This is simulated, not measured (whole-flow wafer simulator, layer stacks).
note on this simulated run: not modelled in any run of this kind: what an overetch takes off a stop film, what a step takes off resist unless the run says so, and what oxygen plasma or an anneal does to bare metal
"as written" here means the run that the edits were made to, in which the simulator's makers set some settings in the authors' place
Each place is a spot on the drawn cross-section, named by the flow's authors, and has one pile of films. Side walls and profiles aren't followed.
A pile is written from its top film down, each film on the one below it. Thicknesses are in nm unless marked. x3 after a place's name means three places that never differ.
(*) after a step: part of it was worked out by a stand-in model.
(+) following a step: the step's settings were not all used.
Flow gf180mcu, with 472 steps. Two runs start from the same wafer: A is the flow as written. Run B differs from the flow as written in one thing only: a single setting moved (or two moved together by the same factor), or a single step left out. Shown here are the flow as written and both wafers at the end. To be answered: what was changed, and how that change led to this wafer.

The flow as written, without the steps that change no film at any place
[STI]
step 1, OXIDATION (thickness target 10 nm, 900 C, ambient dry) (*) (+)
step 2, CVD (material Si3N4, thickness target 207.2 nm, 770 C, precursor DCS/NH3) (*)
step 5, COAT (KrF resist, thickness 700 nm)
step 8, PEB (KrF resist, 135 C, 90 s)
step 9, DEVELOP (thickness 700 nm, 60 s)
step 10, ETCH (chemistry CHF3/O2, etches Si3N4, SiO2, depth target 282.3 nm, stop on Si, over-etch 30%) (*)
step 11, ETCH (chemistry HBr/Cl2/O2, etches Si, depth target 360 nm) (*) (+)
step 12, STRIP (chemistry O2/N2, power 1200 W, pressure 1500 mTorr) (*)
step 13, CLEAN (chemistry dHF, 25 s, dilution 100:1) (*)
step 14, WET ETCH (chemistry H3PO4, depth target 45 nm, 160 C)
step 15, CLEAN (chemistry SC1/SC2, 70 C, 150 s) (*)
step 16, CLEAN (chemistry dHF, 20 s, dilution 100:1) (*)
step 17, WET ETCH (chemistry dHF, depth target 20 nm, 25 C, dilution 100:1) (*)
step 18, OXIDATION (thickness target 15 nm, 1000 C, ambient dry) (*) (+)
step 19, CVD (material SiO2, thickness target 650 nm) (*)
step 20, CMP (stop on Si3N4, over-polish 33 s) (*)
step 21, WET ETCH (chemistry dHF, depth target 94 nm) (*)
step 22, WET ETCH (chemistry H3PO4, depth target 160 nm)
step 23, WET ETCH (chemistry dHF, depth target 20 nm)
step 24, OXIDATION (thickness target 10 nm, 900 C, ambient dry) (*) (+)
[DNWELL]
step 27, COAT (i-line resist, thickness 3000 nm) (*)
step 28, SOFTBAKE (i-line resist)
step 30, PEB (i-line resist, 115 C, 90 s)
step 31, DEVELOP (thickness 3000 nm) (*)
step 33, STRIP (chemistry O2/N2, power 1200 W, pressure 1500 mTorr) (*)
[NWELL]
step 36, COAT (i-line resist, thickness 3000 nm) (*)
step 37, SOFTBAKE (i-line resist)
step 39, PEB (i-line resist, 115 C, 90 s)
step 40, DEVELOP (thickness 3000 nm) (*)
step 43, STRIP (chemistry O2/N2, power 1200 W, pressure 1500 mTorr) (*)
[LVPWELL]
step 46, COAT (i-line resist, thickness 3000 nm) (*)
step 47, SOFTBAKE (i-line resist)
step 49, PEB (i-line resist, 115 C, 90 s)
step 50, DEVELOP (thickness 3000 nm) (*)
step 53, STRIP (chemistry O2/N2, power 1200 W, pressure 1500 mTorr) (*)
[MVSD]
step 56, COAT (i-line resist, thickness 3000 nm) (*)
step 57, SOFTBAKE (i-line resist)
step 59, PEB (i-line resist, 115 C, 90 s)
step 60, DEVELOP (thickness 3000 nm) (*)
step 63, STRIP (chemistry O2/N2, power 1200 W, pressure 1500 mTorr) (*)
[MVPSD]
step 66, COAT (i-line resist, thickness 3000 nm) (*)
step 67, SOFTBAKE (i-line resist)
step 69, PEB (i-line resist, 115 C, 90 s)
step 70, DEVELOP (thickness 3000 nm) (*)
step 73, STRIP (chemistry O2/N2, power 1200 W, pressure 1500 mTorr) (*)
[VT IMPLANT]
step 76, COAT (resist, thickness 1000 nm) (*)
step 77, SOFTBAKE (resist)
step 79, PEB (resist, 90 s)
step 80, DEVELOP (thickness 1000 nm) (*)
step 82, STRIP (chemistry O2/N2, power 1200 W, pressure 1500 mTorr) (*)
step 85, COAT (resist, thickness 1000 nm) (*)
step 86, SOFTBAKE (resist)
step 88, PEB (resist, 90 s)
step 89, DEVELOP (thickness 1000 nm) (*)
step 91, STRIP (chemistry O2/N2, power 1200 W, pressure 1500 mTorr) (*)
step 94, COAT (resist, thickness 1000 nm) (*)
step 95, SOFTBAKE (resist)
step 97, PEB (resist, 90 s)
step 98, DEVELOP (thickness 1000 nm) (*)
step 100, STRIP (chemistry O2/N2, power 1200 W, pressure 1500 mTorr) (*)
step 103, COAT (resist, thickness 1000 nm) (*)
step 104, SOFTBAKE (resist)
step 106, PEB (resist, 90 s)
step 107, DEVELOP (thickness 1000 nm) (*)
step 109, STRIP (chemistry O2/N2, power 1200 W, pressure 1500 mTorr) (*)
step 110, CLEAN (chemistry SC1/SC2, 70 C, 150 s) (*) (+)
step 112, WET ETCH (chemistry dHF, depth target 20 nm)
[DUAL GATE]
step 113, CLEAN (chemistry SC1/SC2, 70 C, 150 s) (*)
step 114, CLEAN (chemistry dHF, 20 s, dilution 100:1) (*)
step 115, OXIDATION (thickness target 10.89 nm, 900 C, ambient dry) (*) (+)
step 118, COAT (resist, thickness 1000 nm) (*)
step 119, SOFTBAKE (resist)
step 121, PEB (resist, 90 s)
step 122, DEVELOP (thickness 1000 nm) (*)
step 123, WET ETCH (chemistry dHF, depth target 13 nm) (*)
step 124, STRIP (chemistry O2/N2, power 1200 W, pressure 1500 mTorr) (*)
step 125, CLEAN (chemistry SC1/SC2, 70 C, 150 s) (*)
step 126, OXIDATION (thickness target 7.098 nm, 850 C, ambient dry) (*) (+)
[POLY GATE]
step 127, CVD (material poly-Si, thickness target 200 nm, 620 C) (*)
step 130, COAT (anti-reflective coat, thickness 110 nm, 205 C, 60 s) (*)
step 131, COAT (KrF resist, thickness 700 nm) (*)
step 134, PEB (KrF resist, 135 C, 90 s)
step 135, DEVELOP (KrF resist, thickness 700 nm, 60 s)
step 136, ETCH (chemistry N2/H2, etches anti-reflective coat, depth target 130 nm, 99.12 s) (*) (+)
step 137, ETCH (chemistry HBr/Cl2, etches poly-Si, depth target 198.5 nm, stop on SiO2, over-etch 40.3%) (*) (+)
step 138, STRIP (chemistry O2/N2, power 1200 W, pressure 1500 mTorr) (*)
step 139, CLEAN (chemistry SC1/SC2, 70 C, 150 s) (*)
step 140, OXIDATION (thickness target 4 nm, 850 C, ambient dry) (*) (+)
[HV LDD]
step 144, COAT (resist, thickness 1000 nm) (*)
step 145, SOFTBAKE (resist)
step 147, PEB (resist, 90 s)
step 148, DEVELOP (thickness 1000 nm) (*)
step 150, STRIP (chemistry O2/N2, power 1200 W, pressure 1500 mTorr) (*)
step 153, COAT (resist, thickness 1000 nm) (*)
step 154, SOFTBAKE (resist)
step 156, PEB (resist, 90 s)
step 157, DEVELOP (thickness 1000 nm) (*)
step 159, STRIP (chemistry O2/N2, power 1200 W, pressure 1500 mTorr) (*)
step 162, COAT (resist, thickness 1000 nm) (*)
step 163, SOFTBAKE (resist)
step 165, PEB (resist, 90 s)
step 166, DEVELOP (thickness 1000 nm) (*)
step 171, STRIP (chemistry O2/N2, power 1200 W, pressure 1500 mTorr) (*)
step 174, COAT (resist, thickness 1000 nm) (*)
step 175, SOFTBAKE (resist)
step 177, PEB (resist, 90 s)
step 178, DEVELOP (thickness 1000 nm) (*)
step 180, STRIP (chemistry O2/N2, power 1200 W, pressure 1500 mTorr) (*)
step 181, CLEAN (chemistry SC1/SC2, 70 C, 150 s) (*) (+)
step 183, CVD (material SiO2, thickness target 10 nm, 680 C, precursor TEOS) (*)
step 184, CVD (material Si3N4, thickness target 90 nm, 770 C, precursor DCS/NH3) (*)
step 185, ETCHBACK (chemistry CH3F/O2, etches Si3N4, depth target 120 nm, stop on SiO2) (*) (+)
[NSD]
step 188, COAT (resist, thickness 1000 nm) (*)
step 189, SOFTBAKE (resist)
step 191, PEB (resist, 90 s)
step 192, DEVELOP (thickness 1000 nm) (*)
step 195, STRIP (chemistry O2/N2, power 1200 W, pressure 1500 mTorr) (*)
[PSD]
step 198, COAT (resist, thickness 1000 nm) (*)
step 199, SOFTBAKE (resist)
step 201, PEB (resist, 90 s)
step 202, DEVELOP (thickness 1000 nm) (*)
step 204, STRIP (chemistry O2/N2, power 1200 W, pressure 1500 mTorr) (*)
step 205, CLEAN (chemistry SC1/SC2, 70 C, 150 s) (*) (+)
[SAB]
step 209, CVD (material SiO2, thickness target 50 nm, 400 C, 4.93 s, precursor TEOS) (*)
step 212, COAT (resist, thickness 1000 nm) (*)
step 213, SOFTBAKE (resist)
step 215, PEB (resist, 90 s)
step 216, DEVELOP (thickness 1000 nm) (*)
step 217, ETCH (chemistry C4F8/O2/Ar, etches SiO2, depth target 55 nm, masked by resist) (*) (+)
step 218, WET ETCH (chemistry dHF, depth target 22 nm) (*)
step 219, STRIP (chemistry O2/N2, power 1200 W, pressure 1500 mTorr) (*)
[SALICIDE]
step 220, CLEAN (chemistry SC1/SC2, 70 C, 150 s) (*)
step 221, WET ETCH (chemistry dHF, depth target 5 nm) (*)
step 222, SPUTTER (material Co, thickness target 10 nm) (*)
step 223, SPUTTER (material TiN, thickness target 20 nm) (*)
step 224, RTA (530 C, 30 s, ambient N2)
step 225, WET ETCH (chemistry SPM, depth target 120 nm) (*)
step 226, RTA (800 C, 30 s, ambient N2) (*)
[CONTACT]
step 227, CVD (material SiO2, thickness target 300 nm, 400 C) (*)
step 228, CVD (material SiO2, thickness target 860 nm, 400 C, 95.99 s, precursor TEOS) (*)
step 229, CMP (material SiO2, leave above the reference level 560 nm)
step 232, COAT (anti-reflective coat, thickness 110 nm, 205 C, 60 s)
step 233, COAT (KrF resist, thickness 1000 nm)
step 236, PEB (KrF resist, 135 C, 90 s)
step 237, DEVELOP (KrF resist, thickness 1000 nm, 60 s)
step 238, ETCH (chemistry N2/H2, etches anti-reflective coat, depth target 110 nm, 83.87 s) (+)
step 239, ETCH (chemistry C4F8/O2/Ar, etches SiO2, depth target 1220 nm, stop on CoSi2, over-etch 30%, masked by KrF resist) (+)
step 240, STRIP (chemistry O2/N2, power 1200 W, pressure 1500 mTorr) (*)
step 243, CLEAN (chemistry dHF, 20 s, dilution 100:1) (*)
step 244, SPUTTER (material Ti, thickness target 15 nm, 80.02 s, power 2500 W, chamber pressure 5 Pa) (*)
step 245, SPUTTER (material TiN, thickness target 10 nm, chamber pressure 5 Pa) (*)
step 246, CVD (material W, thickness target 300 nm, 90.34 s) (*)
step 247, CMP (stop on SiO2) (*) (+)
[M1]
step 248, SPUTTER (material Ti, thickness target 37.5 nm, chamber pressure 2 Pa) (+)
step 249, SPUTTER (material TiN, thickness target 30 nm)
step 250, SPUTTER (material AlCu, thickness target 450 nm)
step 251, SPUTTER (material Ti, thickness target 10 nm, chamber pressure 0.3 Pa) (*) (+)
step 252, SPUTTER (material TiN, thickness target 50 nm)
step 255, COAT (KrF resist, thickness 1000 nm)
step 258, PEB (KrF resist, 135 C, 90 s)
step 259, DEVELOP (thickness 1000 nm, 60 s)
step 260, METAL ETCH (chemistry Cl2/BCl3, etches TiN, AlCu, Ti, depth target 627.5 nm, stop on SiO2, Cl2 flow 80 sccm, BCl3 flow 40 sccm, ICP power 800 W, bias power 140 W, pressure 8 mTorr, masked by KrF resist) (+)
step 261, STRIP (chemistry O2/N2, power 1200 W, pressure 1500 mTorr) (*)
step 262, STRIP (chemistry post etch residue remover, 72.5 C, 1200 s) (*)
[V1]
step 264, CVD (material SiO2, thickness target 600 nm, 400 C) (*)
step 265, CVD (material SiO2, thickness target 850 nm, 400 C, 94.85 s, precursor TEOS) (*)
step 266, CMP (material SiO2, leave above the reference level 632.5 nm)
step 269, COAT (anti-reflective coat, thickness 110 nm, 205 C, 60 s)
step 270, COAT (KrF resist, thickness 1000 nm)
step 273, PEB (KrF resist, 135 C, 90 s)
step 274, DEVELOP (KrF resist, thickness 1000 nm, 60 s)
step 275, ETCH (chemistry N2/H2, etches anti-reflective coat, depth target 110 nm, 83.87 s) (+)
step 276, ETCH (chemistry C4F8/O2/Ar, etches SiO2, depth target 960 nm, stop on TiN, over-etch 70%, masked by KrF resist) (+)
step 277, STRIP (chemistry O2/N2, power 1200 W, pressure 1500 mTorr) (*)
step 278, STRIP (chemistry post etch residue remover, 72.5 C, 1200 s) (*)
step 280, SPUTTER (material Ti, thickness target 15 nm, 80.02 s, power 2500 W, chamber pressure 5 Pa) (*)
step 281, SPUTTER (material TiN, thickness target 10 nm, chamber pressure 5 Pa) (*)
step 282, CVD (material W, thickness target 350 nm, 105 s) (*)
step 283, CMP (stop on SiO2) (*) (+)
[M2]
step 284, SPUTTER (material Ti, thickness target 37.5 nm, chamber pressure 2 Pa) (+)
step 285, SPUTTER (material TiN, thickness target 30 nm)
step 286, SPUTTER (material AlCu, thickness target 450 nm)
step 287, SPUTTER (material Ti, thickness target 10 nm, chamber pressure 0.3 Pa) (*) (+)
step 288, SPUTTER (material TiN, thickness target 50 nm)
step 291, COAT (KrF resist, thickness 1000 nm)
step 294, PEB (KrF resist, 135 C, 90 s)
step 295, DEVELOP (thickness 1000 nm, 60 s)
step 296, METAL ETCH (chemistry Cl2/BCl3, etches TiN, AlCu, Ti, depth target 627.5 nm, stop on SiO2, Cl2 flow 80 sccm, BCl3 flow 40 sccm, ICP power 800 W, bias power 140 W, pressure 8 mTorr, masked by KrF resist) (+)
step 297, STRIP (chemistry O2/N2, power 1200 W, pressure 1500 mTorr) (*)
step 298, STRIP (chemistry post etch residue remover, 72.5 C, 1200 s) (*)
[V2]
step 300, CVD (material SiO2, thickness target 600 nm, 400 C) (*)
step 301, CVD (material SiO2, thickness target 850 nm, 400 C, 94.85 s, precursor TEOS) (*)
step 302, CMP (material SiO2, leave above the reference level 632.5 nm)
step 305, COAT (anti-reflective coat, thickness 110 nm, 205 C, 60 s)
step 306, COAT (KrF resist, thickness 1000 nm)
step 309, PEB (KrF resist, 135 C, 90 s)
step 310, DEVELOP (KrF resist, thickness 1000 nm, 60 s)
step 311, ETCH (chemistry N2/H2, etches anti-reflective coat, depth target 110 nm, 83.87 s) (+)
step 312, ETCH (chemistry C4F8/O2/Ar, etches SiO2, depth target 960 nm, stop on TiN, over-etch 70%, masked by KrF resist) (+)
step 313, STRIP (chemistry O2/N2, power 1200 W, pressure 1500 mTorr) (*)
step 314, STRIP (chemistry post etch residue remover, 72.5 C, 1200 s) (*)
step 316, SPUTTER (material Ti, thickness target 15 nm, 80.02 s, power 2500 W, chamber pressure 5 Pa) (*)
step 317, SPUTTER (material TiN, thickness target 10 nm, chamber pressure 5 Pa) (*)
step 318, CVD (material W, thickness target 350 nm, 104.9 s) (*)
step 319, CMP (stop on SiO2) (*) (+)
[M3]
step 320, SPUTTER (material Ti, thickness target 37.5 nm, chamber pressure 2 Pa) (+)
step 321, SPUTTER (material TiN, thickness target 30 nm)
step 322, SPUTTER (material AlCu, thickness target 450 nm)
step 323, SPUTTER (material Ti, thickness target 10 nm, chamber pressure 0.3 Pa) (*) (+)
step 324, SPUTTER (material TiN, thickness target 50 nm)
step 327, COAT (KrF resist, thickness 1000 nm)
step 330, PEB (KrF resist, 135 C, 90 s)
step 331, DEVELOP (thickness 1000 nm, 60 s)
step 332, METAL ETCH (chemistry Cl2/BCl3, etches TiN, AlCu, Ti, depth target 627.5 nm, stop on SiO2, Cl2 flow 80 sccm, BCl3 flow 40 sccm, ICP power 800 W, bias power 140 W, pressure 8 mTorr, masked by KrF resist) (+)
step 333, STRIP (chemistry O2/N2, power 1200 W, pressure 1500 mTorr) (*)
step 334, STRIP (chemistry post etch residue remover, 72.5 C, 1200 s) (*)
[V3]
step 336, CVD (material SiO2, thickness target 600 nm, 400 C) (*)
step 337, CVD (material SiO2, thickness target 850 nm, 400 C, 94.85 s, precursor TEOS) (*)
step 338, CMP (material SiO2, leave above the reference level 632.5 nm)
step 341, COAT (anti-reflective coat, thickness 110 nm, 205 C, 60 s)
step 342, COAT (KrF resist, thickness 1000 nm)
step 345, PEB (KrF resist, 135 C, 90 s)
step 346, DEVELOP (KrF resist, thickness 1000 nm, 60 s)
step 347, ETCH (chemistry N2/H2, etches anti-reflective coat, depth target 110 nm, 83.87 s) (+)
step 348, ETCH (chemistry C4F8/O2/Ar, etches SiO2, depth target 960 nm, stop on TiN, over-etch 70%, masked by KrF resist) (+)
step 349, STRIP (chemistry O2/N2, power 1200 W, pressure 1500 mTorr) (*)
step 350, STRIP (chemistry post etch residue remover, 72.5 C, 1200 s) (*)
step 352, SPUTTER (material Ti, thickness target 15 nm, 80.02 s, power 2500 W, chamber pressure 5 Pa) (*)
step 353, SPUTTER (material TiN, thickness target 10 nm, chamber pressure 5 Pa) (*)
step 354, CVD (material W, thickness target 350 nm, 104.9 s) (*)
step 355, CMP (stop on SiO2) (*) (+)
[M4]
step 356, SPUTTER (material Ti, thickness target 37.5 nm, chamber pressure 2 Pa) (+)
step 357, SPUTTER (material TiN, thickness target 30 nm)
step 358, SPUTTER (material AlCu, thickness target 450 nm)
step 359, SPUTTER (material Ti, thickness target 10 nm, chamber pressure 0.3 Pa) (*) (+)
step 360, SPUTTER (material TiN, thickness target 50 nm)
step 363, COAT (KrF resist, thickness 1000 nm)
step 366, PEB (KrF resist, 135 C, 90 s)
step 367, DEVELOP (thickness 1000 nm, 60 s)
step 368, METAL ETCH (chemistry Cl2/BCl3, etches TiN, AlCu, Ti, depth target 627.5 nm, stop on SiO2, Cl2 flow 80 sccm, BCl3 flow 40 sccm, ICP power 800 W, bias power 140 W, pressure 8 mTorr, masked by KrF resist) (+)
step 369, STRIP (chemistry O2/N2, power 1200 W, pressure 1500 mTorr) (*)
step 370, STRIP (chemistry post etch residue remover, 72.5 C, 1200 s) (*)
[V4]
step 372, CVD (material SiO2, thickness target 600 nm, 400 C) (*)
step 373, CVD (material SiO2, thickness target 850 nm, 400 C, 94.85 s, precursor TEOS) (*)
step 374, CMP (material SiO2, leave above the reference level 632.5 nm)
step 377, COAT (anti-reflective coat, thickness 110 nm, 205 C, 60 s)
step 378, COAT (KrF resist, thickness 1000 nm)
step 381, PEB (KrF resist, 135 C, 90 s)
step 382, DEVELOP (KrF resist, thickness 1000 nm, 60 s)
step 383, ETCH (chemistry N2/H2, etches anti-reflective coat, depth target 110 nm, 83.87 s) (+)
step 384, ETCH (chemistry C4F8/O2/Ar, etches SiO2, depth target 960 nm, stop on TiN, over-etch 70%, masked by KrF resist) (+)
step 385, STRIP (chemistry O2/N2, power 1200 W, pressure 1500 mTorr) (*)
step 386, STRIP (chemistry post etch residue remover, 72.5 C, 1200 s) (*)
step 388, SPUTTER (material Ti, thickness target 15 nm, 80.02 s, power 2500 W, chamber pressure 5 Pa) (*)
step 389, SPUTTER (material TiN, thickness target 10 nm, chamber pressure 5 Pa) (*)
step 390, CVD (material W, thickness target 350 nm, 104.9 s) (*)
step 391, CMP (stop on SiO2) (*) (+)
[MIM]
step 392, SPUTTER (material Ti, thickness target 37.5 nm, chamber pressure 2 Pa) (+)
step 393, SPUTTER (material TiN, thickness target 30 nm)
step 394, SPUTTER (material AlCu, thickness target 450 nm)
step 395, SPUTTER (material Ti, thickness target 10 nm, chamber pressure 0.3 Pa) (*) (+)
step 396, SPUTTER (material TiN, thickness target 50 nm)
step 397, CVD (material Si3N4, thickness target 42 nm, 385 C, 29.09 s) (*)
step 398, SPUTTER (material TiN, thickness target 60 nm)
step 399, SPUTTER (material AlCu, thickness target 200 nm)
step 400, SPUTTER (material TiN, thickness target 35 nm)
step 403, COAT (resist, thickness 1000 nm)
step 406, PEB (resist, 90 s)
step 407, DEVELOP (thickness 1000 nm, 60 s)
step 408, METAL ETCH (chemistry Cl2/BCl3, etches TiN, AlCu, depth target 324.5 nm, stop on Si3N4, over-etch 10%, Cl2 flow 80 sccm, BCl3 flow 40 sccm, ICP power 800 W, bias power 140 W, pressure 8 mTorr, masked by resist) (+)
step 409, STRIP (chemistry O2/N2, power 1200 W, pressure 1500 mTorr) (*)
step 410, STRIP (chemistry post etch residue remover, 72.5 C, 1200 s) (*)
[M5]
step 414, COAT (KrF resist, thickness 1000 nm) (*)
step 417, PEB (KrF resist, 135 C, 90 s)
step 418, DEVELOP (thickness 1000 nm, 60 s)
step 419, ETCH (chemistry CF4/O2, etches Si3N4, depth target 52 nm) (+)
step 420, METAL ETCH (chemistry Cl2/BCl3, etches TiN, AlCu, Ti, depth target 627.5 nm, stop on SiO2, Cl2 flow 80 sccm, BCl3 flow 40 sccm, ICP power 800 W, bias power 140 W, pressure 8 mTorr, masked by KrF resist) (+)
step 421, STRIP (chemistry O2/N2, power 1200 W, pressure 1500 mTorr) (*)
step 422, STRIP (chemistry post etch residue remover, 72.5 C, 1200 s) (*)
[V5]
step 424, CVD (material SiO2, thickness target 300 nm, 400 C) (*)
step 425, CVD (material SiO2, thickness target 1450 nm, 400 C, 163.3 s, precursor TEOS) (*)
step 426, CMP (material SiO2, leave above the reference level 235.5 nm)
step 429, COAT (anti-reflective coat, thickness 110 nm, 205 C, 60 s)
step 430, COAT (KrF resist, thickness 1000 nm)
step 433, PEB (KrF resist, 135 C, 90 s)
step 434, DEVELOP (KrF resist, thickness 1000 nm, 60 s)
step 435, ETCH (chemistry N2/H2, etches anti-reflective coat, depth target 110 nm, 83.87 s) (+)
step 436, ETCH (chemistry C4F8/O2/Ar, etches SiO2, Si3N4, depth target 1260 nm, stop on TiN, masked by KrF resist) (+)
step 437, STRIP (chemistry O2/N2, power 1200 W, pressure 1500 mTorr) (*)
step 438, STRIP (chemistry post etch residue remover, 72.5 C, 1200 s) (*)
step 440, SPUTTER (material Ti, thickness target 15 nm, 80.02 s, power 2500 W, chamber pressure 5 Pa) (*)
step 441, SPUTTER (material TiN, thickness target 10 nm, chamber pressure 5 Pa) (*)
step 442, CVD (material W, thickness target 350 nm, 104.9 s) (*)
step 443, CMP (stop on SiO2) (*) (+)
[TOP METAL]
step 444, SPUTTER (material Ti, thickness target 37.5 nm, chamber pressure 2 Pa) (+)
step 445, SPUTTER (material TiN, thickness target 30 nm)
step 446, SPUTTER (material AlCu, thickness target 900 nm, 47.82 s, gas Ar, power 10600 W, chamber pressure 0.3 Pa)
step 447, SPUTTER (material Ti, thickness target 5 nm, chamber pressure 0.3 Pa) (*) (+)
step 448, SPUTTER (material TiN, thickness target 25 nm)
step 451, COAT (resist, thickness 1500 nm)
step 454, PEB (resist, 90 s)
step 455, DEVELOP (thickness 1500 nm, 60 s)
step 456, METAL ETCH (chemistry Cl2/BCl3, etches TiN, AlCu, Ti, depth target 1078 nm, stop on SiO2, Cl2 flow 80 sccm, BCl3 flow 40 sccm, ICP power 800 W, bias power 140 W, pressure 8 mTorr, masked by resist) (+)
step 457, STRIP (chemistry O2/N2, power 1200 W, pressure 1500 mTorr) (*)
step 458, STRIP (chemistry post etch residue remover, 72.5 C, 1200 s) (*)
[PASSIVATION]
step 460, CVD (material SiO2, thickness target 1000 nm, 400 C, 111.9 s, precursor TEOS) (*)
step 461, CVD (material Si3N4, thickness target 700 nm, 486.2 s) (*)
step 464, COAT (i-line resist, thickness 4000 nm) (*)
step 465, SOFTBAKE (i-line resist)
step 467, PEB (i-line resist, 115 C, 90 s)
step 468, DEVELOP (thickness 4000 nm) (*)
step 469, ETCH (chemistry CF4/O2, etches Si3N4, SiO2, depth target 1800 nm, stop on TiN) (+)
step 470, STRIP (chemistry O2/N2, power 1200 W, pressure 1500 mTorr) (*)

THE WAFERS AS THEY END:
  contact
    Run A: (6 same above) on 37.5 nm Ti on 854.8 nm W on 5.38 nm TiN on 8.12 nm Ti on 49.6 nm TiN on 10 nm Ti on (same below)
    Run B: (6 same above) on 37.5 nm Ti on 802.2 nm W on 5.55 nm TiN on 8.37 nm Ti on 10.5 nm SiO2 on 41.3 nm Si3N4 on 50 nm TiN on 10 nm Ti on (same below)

The reason: step 436, ETCH: depth target 819 nm was run, whereas the flow has depth target 1260 nm.

How this came from the change, step by step:
  step 436, ETCH (chemistry C4F8/O2/Ar, etches SiO2, Si3N4, depth target 1260 nm, stop on TiN, masked by KrF resist) (+)
      contact: A -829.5 SiO2 (all of it), -41.3 Si3N4 (all of it) | B -819 SiO2
      field, field__w1, field__w2 and 108 more: A -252 KrF resist | B -163.8 KrF resist
  step 437, STRIP (chemistry O2/N2, power 1200 W, pressure 1500 mTorr) (*)
      field, field__w1, field__w2 and 108 more: A -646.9 KrF resist (all of it), -110 anti-reflective coat (all of it) | B -735.1 KrF resist (all of it), -110 anti-reflective coat (all of it)
  step 442, CVD (material W, thickness target 350 nm, 104.9 s) (*)
      contact: A +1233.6 W (new film) | B +1180.9 W (new film)
Taking metal films that touch as one body, contact has 2 bodies (between them, from the top down: SiO2 10.5 / Si3N4 41.3); the flow as written gives 1 body.
